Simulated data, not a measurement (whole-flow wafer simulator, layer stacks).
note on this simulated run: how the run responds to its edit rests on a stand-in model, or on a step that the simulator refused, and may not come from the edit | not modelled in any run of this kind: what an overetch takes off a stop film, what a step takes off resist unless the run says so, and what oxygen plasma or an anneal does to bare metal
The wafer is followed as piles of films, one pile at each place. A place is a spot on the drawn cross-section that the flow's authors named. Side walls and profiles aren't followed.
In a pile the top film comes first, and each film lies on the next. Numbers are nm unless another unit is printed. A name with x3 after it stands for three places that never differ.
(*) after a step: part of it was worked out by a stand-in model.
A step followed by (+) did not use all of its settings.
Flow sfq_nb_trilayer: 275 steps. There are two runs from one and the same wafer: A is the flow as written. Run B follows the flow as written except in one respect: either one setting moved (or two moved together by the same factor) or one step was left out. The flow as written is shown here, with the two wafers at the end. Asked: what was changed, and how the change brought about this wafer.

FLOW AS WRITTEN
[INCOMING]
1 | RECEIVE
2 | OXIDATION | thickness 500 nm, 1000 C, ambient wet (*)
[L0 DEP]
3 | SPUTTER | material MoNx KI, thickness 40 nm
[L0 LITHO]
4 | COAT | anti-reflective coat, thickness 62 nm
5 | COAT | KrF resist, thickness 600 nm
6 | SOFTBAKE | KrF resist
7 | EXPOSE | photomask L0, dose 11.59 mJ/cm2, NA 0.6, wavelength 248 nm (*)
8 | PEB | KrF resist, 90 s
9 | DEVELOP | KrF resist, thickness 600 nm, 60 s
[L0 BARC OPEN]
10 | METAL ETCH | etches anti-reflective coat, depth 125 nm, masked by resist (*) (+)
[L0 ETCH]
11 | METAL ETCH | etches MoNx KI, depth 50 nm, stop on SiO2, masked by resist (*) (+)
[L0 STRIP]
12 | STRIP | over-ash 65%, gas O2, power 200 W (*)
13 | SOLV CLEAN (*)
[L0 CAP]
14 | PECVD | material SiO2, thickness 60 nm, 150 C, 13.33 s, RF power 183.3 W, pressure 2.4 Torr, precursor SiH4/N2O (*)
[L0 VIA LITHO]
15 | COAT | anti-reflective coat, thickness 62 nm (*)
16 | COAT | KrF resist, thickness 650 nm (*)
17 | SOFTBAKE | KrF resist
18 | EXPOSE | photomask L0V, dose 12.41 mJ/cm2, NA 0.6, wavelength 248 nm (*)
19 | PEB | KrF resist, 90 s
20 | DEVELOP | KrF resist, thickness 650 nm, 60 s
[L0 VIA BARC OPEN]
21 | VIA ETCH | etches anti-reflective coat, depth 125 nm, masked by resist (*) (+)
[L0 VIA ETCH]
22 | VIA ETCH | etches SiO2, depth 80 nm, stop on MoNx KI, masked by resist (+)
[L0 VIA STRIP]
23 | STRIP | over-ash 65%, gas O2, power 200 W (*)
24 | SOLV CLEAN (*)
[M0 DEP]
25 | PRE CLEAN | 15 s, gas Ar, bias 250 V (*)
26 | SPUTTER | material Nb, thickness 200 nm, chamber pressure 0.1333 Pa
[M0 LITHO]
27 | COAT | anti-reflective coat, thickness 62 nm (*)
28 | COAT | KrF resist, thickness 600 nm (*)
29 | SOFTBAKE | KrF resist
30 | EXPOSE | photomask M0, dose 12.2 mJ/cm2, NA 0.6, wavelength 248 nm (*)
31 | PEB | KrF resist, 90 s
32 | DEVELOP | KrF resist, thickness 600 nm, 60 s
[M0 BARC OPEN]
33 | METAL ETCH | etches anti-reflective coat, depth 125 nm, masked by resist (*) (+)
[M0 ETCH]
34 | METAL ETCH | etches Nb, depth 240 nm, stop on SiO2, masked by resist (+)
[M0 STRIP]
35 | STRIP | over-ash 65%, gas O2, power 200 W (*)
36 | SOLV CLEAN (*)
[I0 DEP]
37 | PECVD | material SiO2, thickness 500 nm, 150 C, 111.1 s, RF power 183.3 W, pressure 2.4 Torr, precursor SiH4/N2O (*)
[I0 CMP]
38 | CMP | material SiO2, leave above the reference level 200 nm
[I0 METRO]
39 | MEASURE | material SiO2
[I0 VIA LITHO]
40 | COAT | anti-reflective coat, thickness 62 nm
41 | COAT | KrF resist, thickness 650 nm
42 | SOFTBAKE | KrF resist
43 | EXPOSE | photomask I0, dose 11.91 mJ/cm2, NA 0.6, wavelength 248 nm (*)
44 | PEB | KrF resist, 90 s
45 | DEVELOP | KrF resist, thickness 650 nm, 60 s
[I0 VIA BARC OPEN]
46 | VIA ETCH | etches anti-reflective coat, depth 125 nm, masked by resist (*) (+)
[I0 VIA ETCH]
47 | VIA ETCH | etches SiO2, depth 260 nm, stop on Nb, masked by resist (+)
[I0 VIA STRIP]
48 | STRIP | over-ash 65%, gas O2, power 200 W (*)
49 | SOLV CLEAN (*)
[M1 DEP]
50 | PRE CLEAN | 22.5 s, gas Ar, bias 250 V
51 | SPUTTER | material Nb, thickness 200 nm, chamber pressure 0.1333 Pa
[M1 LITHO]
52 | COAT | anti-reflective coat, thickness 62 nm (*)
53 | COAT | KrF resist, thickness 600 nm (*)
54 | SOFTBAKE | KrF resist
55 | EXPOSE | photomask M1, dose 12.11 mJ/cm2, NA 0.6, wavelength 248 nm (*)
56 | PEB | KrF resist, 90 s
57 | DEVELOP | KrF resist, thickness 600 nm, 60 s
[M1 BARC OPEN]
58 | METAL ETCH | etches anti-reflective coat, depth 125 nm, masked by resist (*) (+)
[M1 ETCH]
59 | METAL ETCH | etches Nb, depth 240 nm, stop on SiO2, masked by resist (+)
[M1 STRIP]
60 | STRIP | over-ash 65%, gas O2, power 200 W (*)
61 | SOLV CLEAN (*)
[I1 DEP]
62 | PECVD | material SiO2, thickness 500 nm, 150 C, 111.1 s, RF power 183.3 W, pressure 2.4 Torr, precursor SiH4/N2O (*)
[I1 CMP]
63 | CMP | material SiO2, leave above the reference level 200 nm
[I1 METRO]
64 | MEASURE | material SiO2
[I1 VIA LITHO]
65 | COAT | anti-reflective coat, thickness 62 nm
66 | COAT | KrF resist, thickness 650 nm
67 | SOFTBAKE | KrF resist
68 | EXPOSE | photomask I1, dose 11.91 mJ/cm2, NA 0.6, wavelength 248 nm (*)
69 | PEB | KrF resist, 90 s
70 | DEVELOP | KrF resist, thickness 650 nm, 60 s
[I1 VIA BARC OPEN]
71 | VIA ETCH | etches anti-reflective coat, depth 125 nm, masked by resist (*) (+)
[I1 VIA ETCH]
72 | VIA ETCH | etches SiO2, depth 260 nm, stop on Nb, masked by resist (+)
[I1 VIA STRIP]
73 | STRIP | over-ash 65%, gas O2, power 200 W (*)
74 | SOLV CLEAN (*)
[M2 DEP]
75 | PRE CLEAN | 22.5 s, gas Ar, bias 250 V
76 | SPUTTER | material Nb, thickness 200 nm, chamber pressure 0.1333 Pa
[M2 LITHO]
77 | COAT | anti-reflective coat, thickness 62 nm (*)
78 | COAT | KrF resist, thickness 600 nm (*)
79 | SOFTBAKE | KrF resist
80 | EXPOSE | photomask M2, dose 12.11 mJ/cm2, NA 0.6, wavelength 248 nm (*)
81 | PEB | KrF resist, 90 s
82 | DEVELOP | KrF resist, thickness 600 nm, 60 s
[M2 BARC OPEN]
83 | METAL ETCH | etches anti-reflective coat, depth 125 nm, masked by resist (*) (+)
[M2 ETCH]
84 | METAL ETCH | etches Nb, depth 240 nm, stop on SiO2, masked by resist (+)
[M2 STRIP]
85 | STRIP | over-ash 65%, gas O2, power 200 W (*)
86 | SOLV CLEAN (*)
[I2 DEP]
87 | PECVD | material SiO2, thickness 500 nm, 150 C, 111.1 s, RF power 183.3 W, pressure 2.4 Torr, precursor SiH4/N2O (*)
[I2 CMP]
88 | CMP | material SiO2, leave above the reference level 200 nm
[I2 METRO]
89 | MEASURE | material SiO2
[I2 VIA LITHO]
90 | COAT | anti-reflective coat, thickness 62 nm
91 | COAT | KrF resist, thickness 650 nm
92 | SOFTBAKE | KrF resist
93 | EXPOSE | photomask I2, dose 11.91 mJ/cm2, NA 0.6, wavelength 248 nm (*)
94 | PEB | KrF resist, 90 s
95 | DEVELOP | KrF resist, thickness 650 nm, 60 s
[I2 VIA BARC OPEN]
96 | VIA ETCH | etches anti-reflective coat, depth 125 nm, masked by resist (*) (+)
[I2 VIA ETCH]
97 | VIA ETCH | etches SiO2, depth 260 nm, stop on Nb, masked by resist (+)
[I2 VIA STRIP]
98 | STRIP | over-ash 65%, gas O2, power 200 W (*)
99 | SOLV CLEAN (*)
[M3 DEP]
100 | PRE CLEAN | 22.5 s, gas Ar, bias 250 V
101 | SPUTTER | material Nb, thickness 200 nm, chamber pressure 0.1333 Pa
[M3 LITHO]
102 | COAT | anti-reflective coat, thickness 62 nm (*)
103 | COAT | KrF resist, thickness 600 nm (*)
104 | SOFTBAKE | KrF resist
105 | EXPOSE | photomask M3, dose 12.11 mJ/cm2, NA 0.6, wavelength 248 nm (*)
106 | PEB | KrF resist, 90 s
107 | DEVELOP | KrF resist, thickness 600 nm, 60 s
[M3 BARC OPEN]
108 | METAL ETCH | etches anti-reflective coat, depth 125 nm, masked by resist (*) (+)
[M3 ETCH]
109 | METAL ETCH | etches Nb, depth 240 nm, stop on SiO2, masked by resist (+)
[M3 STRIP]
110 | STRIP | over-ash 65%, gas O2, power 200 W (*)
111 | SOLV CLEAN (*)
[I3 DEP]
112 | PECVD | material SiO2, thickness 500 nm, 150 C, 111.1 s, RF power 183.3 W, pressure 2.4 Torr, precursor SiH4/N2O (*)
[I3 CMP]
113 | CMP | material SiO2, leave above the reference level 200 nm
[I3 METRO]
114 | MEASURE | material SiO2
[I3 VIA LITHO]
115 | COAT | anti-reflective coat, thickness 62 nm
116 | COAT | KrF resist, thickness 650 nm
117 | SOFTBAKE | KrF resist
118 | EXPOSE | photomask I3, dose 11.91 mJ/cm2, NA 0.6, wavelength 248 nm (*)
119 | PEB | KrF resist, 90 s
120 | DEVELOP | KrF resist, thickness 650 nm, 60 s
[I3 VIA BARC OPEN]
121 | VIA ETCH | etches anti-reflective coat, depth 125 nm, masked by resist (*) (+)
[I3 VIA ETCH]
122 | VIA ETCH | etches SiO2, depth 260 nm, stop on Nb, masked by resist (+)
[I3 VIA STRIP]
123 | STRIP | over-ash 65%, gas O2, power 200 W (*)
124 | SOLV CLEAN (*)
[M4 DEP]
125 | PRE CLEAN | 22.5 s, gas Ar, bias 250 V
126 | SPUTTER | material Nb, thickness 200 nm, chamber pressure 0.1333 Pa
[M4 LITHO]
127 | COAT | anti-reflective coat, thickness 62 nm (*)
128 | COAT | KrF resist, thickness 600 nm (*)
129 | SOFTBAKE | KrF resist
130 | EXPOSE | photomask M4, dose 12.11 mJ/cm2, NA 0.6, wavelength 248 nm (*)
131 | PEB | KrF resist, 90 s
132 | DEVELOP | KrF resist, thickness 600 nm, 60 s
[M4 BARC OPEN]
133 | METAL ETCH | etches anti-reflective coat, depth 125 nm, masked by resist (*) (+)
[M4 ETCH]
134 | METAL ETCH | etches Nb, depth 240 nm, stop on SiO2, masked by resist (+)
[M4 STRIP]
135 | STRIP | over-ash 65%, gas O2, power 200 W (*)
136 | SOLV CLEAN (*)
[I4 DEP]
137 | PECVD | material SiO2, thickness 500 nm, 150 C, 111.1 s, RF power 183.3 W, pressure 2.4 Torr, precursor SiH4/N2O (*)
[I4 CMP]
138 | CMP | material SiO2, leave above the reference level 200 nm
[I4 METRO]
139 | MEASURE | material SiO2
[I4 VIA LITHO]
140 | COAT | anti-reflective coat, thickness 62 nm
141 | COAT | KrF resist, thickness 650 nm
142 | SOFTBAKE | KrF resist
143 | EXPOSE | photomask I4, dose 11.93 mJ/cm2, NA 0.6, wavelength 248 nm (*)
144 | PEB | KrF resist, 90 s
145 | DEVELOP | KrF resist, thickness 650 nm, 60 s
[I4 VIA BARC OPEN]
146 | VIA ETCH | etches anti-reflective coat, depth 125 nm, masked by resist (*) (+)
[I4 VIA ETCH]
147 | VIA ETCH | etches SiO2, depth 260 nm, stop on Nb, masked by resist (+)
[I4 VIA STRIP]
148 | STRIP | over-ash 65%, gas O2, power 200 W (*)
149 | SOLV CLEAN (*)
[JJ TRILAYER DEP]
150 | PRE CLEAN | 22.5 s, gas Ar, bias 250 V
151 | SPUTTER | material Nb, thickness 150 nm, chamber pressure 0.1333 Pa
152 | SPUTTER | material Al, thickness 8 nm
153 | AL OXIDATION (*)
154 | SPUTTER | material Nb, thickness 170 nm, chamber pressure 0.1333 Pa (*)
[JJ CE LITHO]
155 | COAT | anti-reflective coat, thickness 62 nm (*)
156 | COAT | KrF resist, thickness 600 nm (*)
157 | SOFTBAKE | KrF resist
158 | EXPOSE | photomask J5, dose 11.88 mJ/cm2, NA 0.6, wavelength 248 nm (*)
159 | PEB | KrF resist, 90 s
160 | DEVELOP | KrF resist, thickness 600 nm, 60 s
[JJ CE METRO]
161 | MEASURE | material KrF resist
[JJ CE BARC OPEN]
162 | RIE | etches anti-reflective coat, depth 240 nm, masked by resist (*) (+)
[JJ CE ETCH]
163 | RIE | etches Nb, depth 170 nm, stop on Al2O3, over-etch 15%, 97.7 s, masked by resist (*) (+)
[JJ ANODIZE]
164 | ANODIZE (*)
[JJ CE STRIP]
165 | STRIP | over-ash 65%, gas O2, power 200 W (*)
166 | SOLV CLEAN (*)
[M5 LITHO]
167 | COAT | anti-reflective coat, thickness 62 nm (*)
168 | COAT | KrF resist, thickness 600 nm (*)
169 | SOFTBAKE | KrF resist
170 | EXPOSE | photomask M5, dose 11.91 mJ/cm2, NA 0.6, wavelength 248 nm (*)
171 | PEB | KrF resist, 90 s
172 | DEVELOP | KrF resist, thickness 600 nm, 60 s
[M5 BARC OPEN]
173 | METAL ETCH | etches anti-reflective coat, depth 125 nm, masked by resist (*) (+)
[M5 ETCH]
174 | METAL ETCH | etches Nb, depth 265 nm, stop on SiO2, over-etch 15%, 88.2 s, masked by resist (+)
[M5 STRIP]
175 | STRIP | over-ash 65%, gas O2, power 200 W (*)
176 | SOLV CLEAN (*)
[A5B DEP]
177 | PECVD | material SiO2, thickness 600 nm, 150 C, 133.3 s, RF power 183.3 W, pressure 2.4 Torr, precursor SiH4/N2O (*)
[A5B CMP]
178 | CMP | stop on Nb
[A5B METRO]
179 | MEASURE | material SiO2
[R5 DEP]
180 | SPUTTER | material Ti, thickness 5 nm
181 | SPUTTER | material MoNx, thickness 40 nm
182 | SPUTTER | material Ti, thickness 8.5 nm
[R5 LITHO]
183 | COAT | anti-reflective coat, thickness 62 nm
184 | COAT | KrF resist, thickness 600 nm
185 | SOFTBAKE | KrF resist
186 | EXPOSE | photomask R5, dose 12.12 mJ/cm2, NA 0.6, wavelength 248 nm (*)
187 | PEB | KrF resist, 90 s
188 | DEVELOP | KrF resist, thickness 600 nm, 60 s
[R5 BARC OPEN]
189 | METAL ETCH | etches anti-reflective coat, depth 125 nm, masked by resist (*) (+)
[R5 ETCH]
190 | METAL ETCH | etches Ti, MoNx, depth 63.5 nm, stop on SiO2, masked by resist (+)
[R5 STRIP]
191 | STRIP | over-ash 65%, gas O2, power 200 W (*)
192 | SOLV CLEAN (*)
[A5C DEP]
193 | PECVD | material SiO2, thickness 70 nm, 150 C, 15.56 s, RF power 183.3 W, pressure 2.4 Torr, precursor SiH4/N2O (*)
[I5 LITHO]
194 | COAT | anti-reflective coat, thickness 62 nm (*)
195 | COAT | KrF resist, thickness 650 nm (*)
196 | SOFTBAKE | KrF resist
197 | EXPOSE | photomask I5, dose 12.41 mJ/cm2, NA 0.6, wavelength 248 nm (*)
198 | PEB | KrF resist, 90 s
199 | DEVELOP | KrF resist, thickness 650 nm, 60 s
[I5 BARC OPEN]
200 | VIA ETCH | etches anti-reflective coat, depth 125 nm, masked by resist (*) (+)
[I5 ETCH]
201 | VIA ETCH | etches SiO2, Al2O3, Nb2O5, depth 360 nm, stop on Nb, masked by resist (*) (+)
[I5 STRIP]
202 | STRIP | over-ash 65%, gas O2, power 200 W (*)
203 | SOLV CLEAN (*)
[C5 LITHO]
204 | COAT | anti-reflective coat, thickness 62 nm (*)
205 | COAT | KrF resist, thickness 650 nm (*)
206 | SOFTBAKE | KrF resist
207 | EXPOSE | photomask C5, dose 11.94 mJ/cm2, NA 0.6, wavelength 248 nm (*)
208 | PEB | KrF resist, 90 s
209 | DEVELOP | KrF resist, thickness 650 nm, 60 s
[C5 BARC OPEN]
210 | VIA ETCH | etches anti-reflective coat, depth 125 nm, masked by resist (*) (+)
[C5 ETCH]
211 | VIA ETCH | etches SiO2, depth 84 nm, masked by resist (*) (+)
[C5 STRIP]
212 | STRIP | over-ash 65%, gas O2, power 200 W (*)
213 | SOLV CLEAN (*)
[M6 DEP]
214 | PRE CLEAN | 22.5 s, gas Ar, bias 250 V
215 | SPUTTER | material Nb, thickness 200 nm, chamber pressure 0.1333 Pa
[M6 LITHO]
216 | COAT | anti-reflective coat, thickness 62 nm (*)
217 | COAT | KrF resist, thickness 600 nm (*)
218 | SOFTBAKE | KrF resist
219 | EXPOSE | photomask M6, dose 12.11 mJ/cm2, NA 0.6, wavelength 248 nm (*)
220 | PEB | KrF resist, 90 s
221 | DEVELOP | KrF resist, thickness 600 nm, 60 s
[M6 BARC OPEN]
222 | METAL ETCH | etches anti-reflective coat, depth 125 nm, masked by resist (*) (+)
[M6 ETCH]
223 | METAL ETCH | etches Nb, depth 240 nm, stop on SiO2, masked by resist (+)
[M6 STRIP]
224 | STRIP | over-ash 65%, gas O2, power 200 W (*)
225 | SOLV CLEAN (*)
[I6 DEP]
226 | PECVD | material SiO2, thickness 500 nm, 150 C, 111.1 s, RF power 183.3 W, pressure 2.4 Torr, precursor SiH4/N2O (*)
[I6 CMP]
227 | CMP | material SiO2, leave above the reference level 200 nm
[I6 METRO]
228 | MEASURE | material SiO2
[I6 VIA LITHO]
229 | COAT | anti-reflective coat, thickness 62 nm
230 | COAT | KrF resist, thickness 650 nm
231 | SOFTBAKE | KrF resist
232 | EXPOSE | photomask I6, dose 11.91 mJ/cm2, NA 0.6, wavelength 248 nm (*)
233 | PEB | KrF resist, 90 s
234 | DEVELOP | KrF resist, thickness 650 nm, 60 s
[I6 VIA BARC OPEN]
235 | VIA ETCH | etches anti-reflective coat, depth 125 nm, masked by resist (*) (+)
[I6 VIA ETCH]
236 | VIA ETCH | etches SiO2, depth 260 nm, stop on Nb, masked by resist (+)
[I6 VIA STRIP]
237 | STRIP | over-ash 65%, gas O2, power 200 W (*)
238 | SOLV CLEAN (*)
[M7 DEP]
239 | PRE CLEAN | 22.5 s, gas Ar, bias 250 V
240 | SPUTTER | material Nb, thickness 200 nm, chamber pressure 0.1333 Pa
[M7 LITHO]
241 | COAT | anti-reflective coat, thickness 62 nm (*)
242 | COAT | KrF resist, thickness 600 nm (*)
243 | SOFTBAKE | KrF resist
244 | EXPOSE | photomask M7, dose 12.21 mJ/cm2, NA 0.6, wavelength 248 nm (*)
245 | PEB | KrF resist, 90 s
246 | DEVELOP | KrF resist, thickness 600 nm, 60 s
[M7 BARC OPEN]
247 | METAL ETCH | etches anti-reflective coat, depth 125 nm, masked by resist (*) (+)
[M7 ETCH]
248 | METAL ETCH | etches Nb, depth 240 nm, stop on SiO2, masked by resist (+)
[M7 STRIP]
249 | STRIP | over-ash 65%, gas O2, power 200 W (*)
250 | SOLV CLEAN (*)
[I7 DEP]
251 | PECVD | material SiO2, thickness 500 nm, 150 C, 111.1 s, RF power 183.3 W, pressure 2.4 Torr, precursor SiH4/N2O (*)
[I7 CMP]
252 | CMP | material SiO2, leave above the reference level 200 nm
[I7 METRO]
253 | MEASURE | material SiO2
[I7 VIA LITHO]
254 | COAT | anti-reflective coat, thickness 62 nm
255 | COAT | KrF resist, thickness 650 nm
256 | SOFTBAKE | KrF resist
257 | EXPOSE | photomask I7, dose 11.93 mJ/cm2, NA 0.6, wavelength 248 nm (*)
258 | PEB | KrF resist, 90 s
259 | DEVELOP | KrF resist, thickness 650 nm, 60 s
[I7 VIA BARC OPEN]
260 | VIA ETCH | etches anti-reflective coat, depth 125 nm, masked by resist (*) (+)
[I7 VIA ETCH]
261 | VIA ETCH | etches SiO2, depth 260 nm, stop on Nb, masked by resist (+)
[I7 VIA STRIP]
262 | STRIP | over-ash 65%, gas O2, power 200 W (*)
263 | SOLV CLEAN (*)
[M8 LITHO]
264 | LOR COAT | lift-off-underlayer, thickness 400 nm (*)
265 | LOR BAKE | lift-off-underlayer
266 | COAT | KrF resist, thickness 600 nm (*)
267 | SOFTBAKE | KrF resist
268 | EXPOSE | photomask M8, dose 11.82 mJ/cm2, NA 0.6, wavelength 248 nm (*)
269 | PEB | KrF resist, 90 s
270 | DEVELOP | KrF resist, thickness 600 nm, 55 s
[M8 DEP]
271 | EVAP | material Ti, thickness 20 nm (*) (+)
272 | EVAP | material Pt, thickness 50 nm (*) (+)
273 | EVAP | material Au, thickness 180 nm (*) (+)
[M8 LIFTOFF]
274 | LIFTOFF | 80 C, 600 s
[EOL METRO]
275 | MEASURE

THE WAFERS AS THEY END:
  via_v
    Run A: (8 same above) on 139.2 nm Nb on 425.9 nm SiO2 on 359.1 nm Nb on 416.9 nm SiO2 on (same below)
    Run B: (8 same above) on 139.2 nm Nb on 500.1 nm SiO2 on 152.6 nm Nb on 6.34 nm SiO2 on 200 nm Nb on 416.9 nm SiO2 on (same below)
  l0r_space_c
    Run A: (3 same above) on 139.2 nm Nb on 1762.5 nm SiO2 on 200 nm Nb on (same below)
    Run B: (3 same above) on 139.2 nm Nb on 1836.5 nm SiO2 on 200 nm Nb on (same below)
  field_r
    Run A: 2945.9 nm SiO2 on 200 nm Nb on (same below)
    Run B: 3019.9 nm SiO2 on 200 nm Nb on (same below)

What caused this: step 113, CMP: leave above the reference level 274 nm was run, whereas the flow has leave above the reference level 200 nm.

The path from the change to this, step by step:
  113 | CMP | material SiO2, leave above the reference level 200 nm
      field_l, be, be_sur and 64 more: A -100 SiO2 | B -26 SiO2
      v_sur, via_wl, via_wr and 27 more: A -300 SiO2 | B -226 SiO2
      (as well as at 9 more places)
  122 | VIA ETCH | etches SiO2, depth 260 nm, stop on Nb, masked by resist (+)
      via_v: A -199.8 SiO2 (all of it) | B -260 SiO2
  125 | PRE CLEAN | 22.5 s, gas Ar, bias 250 V
      via_v: A -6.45 Nb | B -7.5 SiO2
  126 | SPUTTER | material Nb, thickness 200 nm, chamber pressure 0.1333 Pa
      via_v: A +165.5 Nb | B +152.6 Nb (new film)
  127 | COAT | anti-reflective coat, thickness 62 nm (*)
      via_sp: A +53 anti-reflective coat (new film) | B +50.1 anti-reflective coat (new film)
      via_v: A +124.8 anti-reflective coat (new film) | B +128.6 anti-reflective coat (new film)
      (as well as at 1 more place)
  128 | COAT | KrF resist, thickness 600 nm (*)
      via_v: A +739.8 KrF resist (new film) | B +797.5 KrF resist (new film)
  135 | STRIP | over-ash 65%, gas O2, power 200 W (*)
      via_sp: A -373.9 KrF resist (all of it), -53 anti-reflective coat (all of it) | B -369.8 KrF resist (all of it), -50.1 anti-reflective coat (all of it)
      via_v: A -521.8 KrF resist (all of it), -124.8 anti-reflective coat (all of it) | B -579.3 KrF resist (all of it), -128.6 anti-reflective coat (all of it)
      (as well as at 1 more place)
  137 | PECVD | material SiO2, thickness 500 nm, 150 C, 111.1 s, RF power 183.3 W, pressure 2.4 Torr, precursor SiH4/N2O (*)
      via_v: A +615 SiO2 (new film) | B +664.6 SiO2 (new film)
  138 | CMP | material SiO2, leave above the reference level 200 nm
      via_v: A -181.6 SiO2 | B -157.1 SiO2
Taking metal films that touch as one body, via_v has 7 bodies (between them, from the top down: SiO2 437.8; SiO2 209 / Al2O3 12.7 / Nb2O5 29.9; SiO2 500.1; SiO2 6.34; SiO2 416.9; SiO2 192.5); the flow as written gives 6 bodies (between them, from the top down: SiO2 437.8; SiO2 209 / Al2O3 12.7 / Nb2O5 29.9; SiO2 425.9; SiO2 416.9; SiO2 192.5).
